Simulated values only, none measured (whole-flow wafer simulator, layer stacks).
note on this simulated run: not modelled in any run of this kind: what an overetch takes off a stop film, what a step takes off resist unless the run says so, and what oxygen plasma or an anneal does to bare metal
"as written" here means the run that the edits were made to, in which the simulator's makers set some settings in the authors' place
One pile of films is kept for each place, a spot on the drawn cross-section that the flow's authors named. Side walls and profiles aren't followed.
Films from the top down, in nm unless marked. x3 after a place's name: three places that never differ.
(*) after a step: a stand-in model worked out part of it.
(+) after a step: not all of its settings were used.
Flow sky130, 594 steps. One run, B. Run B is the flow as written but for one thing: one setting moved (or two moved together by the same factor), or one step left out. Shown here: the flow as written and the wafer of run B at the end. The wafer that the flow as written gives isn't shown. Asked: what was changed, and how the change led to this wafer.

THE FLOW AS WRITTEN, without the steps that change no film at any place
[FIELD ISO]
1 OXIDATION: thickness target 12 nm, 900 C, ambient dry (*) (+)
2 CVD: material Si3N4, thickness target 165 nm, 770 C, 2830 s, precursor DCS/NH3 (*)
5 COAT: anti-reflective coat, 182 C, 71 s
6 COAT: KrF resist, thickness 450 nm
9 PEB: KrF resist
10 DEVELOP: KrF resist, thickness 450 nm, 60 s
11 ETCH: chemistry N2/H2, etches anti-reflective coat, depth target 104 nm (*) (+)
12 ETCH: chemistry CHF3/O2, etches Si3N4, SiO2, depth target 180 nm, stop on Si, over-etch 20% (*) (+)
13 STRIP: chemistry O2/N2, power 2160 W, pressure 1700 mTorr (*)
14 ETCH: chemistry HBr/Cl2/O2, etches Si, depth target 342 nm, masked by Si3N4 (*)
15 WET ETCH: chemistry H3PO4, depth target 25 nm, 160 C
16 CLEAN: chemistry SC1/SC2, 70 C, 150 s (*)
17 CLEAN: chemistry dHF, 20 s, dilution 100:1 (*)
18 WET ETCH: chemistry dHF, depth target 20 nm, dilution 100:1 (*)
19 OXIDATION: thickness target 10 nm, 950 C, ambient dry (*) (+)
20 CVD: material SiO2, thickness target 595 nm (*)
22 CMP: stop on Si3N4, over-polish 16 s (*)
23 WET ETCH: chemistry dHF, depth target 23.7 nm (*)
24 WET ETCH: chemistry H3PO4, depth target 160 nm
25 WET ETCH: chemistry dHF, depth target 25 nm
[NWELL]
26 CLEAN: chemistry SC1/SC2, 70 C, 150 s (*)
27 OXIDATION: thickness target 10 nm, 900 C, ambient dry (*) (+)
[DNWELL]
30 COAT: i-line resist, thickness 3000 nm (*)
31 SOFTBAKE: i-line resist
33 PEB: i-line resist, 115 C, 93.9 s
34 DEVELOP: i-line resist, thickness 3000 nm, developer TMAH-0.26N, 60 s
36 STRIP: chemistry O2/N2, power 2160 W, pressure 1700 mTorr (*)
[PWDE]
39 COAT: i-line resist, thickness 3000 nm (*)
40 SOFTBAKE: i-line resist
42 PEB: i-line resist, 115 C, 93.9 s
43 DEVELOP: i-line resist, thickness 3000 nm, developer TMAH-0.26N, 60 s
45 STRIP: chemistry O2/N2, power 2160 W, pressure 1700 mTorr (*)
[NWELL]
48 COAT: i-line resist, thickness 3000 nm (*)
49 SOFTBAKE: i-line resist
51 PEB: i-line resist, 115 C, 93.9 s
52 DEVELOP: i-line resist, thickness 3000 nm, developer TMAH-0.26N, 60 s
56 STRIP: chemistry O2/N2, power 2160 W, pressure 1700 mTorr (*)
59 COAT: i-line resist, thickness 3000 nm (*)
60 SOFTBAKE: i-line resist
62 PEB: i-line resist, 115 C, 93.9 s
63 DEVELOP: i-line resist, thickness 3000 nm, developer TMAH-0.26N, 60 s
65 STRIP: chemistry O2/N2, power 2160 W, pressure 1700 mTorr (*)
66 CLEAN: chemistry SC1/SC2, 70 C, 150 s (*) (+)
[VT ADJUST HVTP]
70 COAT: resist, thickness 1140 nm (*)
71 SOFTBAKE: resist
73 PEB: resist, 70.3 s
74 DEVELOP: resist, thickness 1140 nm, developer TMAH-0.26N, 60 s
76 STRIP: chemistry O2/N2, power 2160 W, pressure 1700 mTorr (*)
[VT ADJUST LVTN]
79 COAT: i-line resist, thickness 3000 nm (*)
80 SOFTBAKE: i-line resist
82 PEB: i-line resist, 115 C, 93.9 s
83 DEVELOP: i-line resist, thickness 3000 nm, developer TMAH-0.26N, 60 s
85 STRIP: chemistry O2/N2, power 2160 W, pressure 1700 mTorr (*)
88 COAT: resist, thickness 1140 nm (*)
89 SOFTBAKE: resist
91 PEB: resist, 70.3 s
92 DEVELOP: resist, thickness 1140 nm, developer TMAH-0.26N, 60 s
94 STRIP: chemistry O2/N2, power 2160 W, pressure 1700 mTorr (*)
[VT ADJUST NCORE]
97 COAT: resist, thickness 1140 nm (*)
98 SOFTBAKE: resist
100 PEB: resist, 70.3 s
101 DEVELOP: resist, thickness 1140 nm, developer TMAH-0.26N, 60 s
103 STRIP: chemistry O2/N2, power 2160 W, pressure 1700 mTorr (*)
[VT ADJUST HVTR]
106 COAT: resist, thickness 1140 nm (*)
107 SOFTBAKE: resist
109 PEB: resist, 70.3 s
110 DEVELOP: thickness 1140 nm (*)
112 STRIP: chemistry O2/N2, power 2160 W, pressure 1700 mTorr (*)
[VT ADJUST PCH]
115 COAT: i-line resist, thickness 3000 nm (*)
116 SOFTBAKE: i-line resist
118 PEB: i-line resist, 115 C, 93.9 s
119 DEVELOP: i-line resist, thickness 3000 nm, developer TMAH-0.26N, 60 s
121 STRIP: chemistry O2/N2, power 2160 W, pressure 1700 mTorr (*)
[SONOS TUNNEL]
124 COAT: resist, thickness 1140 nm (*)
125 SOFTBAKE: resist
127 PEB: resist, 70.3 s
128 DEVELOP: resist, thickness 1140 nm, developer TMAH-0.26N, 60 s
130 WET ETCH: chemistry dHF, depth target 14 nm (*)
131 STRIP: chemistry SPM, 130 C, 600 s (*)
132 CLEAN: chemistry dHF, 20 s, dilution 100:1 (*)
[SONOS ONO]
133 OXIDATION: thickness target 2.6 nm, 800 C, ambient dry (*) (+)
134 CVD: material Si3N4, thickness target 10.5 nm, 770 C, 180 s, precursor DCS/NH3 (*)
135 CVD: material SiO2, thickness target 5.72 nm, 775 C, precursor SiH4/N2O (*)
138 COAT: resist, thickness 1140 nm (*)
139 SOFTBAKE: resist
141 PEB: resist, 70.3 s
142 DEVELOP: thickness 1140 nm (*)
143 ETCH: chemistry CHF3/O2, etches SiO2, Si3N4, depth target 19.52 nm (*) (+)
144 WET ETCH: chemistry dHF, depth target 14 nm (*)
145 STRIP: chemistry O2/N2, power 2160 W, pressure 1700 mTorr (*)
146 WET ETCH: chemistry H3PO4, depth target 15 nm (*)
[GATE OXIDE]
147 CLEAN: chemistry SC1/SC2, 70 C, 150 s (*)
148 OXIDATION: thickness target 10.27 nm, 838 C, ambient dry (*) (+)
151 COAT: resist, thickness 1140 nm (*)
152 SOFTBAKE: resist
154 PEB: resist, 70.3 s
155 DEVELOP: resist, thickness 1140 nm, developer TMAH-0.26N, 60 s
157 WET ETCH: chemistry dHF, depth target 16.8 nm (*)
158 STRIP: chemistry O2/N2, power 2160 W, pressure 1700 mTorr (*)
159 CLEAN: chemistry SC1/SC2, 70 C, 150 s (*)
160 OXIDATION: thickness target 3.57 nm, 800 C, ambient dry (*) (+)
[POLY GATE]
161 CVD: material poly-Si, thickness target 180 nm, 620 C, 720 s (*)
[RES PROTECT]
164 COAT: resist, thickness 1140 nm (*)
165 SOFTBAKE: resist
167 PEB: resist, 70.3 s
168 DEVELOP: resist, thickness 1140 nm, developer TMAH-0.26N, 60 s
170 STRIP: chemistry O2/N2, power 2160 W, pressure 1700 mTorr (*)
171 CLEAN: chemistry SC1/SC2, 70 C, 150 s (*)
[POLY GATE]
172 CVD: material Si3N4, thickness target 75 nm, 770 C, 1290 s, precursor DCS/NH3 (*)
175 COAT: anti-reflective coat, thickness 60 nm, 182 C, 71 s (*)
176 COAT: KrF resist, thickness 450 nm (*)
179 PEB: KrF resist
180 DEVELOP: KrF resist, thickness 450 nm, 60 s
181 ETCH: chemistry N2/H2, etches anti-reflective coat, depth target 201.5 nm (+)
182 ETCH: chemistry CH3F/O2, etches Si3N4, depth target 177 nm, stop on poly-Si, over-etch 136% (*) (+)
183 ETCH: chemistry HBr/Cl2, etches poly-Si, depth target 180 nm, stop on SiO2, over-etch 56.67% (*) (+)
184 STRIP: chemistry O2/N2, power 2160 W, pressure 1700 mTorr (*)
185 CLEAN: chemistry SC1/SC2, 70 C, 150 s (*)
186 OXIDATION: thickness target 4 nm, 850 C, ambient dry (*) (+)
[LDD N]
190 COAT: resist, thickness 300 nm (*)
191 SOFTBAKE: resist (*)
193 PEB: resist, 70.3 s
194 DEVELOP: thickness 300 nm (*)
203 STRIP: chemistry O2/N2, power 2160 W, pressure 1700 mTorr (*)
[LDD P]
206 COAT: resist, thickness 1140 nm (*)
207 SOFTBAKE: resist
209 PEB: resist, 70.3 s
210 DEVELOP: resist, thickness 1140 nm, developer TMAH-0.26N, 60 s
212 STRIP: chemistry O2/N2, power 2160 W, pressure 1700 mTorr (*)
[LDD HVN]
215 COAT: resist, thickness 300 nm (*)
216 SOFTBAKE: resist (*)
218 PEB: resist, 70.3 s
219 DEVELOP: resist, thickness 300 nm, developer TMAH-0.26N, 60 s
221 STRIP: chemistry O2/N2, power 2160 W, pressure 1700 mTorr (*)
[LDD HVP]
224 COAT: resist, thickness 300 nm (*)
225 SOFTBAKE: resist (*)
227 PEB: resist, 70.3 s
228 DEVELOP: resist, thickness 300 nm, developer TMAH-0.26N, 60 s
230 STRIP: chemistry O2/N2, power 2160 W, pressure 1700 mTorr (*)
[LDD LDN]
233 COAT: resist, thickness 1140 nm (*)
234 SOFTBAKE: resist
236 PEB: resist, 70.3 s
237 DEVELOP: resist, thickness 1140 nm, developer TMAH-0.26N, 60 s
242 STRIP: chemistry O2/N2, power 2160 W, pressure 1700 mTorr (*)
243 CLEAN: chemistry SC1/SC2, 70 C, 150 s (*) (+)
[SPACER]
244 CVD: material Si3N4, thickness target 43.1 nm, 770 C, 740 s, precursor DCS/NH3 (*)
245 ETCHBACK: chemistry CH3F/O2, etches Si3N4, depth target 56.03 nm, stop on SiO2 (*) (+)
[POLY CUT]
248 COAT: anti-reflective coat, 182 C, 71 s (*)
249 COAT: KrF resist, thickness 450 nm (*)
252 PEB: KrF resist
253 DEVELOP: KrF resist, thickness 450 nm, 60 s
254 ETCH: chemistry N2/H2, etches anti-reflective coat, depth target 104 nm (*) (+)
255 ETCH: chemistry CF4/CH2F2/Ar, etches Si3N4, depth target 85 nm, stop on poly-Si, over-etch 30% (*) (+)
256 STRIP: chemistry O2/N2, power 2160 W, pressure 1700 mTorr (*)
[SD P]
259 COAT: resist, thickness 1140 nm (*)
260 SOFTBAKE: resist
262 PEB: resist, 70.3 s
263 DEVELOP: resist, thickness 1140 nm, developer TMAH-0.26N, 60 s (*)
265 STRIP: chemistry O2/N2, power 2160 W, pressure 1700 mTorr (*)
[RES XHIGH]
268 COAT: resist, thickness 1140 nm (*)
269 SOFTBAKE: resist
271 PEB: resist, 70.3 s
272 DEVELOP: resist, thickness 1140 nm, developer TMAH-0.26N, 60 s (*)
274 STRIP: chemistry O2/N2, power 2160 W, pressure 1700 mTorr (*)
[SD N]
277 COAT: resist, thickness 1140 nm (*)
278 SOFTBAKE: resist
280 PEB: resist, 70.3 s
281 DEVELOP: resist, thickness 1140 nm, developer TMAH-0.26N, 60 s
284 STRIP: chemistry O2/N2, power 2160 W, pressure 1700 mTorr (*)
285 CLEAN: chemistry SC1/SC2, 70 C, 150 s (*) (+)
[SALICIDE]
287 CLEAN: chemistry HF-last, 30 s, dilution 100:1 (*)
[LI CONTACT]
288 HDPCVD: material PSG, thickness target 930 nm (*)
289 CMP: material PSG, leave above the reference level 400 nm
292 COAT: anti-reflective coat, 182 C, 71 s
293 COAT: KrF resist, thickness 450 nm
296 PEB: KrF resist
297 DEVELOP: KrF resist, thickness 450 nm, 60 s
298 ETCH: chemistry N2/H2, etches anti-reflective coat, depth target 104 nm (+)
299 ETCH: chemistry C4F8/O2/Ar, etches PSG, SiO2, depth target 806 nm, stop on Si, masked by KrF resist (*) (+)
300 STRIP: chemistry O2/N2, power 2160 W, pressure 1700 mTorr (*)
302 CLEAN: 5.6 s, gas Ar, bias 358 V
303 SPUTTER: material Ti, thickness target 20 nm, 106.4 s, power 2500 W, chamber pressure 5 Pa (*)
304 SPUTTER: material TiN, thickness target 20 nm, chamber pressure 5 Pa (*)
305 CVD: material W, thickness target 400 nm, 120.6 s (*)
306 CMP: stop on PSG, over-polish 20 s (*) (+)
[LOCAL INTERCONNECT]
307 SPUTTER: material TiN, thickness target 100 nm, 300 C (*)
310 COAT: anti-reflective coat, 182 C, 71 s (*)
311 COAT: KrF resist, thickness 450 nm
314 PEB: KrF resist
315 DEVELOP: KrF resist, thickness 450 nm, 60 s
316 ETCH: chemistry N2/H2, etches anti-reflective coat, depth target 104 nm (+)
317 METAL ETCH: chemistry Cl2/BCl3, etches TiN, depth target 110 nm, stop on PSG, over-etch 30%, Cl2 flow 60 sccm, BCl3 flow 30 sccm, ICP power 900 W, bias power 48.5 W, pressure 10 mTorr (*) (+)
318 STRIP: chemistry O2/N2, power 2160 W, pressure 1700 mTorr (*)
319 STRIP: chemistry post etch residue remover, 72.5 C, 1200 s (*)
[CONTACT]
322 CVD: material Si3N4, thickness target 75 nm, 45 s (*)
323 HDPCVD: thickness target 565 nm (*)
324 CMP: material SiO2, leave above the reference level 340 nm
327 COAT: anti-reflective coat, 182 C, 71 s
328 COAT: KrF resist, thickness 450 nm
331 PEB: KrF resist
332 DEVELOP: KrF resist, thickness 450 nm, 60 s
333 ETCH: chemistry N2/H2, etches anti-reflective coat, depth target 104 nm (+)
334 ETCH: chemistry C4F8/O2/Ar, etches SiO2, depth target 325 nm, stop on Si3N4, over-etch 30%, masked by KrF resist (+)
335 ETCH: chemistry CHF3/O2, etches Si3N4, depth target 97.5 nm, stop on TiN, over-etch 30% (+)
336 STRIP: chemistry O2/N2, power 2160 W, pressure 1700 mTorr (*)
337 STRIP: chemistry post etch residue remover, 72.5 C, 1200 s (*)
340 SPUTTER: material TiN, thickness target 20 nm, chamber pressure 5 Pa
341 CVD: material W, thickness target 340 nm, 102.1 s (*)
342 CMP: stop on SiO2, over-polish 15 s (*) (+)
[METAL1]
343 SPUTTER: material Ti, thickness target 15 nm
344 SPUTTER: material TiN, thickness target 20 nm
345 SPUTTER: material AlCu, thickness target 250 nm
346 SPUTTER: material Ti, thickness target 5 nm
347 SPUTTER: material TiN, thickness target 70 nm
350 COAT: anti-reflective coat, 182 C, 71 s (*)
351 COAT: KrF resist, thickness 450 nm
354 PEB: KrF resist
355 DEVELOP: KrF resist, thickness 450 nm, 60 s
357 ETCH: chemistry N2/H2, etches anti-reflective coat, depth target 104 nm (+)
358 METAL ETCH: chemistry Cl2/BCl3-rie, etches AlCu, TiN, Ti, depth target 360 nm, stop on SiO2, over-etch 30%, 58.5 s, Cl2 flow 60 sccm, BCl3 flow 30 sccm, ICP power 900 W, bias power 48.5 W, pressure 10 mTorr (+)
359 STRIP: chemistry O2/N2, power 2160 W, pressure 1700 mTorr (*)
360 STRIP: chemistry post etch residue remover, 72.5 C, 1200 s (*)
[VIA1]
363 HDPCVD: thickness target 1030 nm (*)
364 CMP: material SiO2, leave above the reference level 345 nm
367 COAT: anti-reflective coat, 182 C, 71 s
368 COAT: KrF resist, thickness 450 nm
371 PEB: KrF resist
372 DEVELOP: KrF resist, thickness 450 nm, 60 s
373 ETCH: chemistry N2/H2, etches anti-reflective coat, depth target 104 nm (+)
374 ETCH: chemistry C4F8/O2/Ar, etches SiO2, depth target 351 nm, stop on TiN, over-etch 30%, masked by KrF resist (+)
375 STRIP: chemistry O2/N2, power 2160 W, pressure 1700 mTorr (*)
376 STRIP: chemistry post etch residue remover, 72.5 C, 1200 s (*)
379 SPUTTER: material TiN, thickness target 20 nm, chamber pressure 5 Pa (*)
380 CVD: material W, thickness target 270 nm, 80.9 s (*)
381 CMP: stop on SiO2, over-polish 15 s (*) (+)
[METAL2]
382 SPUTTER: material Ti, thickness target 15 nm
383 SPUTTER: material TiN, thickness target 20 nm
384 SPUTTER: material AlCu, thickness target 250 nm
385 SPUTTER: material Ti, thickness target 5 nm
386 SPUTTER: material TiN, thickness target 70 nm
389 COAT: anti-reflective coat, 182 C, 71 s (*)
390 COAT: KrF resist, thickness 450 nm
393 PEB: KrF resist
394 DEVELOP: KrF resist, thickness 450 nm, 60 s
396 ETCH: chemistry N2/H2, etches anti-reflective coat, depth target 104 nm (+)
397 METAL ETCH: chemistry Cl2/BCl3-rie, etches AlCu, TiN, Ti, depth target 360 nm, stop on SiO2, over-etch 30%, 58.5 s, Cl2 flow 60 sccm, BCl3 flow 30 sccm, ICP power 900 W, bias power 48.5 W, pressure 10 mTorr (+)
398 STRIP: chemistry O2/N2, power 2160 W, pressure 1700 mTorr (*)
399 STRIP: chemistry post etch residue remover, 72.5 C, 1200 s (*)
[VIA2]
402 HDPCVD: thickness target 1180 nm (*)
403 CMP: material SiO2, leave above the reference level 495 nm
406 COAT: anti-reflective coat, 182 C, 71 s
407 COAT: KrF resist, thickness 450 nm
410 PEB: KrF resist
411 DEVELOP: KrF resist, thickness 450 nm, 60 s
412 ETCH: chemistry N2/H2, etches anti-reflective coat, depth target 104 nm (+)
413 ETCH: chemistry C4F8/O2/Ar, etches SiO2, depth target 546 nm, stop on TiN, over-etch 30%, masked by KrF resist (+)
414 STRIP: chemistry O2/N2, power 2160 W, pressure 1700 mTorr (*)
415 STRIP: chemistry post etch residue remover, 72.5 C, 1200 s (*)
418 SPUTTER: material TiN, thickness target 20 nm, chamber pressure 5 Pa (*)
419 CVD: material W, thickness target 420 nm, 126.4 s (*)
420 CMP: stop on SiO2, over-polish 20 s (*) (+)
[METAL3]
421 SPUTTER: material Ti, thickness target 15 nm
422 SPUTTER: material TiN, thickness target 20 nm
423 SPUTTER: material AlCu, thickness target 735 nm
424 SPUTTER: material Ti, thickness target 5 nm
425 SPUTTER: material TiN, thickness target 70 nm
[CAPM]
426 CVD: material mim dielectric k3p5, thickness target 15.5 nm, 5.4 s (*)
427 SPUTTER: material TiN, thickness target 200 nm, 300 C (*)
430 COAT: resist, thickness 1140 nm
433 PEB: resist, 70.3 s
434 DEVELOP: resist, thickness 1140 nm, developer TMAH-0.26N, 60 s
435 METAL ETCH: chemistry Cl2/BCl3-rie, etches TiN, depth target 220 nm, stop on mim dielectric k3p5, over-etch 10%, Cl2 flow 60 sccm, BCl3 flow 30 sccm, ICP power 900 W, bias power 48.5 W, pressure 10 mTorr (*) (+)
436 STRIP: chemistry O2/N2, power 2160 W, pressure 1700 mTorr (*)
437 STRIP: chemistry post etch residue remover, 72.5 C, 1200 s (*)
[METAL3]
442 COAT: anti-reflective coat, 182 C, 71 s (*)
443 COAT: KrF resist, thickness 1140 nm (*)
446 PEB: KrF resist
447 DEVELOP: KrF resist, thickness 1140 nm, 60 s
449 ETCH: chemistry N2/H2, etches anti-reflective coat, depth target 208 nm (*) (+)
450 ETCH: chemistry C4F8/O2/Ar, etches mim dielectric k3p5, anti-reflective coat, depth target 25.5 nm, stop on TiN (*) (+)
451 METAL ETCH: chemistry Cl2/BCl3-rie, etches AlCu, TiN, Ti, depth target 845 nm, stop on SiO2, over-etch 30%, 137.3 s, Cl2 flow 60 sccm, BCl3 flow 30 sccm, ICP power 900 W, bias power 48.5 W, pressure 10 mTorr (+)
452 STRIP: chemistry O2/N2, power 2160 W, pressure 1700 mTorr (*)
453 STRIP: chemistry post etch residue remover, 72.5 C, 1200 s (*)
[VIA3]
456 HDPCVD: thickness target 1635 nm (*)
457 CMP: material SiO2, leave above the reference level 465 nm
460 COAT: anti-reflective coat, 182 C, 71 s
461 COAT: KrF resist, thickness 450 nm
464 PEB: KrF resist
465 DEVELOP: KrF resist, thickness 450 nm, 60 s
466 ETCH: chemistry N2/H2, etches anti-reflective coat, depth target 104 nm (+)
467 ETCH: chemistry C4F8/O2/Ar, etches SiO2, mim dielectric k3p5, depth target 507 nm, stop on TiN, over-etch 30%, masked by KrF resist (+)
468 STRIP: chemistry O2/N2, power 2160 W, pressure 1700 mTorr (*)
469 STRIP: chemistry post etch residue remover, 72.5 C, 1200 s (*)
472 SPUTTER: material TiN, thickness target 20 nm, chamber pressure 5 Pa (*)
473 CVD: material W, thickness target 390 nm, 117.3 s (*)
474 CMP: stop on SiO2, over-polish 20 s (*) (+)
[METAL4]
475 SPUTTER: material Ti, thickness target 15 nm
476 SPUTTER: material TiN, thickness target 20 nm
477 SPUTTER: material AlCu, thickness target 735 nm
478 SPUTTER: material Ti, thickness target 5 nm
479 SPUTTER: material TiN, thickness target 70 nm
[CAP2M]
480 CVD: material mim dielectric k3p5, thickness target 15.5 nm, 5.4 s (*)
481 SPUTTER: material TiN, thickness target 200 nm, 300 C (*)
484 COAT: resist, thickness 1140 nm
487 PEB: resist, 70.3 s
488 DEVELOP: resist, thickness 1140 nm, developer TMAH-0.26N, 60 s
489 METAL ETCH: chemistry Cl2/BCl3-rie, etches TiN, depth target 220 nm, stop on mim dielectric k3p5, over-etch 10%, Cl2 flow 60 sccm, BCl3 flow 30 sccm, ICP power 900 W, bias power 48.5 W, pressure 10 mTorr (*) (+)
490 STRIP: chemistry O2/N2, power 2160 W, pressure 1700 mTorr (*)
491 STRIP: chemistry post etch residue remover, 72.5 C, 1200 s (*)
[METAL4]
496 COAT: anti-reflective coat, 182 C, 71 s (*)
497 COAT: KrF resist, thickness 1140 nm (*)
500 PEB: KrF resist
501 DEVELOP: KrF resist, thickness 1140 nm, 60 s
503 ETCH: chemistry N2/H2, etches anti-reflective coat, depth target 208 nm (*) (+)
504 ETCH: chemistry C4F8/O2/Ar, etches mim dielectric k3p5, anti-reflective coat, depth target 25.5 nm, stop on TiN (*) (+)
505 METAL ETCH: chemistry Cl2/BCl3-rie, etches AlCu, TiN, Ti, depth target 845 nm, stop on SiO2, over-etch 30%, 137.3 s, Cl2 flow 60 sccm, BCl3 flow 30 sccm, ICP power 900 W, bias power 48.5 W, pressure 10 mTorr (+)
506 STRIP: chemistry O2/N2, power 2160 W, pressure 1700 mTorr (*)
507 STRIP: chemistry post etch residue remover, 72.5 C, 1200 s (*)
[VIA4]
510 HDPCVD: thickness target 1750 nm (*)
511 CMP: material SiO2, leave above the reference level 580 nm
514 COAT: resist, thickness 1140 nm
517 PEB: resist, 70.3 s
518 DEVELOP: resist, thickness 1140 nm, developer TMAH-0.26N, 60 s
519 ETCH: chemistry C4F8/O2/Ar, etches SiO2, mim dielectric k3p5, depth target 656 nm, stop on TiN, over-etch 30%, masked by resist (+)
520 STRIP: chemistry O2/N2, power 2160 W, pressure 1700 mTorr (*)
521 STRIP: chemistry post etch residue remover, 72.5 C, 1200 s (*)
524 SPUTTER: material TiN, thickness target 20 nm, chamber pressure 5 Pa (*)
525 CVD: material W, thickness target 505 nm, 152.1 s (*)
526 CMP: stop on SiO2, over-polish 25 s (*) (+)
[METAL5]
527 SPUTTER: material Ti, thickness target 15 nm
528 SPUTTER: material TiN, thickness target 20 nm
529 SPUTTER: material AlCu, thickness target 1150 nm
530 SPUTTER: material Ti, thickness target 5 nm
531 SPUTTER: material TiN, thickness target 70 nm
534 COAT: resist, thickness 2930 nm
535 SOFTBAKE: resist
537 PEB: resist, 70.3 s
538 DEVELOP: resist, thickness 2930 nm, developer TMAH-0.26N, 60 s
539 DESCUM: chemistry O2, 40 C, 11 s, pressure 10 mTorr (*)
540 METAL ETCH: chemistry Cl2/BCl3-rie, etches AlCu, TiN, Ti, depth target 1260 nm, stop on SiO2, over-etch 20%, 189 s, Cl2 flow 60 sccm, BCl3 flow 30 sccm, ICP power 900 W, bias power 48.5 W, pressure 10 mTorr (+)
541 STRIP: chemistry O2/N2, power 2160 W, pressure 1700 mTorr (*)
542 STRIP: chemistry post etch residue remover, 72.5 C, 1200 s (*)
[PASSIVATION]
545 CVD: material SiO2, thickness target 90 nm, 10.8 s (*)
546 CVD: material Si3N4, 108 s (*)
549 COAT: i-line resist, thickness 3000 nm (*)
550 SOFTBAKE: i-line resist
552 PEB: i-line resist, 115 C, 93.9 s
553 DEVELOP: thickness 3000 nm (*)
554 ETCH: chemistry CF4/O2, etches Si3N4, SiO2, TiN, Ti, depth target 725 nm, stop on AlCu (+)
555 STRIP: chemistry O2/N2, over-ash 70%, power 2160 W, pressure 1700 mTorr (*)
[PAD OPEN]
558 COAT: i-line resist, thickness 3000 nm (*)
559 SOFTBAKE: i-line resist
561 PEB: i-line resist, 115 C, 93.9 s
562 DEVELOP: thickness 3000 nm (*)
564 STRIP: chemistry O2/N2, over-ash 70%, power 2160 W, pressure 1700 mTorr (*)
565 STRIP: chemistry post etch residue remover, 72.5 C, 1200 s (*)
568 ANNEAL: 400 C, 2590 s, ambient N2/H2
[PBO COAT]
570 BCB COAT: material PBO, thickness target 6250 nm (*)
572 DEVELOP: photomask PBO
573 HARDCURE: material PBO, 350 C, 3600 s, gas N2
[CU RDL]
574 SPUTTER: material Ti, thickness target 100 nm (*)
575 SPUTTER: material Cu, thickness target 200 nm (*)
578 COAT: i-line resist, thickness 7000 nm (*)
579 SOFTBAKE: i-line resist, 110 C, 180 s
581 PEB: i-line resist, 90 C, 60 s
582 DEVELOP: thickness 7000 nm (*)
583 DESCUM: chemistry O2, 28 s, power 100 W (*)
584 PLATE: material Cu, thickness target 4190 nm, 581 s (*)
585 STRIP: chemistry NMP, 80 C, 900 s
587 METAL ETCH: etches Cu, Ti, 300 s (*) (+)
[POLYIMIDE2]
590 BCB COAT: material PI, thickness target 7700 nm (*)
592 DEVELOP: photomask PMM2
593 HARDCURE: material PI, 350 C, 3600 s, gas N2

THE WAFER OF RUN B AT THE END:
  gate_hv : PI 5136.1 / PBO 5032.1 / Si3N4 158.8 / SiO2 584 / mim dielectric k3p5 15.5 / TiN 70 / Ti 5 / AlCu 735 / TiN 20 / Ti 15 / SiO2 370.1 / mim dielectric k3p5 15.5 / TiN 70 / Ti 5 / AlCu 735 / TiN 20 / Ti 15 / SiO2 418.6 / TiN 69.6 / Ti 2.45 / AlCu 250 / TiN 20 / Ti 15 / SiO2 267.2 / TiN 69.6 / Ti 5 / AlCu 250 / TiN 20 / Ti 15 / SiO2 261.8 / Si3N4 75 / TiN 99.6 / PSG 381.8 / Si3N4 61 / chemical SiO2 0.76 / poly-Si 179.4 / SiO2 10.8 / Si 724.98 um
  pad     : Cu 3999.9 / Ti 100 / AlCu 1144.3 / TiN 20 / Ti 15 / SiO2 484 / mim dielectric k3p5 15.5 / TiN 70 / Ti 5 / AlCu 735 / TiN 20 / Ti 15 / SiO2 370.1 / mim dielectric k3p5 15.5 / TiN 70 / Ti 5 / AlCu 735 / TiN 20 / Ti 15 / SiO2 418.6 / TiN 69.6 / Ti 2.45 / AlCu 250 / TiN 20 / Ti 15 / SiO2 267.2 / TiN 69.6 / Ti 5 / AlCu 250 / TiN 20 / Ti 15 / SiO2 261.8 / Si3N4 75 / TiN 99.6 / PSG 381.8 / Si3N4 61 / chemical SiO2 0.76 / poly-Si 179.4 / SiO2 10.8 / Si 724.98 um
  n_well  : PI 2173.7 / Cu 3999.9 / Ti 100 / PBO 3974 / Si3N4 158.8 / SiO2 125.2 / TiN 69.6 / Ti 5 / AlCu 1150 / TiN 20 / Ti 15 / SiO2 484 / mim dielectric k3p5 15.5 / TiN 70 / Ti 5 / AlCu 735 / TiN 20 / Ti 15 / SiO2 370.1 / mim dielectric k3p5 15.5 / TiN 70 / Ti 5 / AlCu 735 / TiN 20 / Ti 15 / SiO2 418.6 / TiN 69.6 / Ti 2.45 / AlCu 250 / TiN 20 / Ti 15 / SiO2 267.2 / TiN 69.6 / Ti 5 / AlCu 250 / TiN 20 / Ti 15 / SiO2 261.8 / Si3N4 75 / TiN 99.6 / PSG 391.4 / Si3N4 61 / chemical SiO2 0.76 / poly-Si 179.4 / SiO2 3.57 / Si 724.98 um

The cause: step 385, SPUTTER: thickness target 2.45 nm was run, where the flow has thickness target 5 nm.
It can be read off the wafer: gate_hv has Ti 2.45, and step 385 as written asks for 5 nm.

How the change led to this, step by step:
  385 SPUTTER: material Ti, thickness target 5 nm
      field, active, n_well and 188 more: Ti +2.45 (new film) (as written it would be: Ti +5 (new film))
  397 METAL ETCH: chemistry Cl2/BCl3-rie, etches AlCu, TiN, Ti, depth target 360 nm, stop on SiO2, over-etch 30%, 58.5 s, Cl2 flow 60 sccm, BCl3 flow 30 sccm, ICP power 900 W, bias power 48.5 W, pressure 10 mTorr (+)
      field, active, gate and 82 more: TiN -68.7 (all of it), Ti -2.45 (all of it), AlCu -250 (all of it), TiN -20 (all of it), Ti -15 (all of it), SiO2 -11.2 (as written it would be: TiN -68.7 (all of it), Ti -5 (all of it), AlCu -250 (all of it), TiN -20 (all of it), Ti -15 (all of it), SiO2 -10.9)
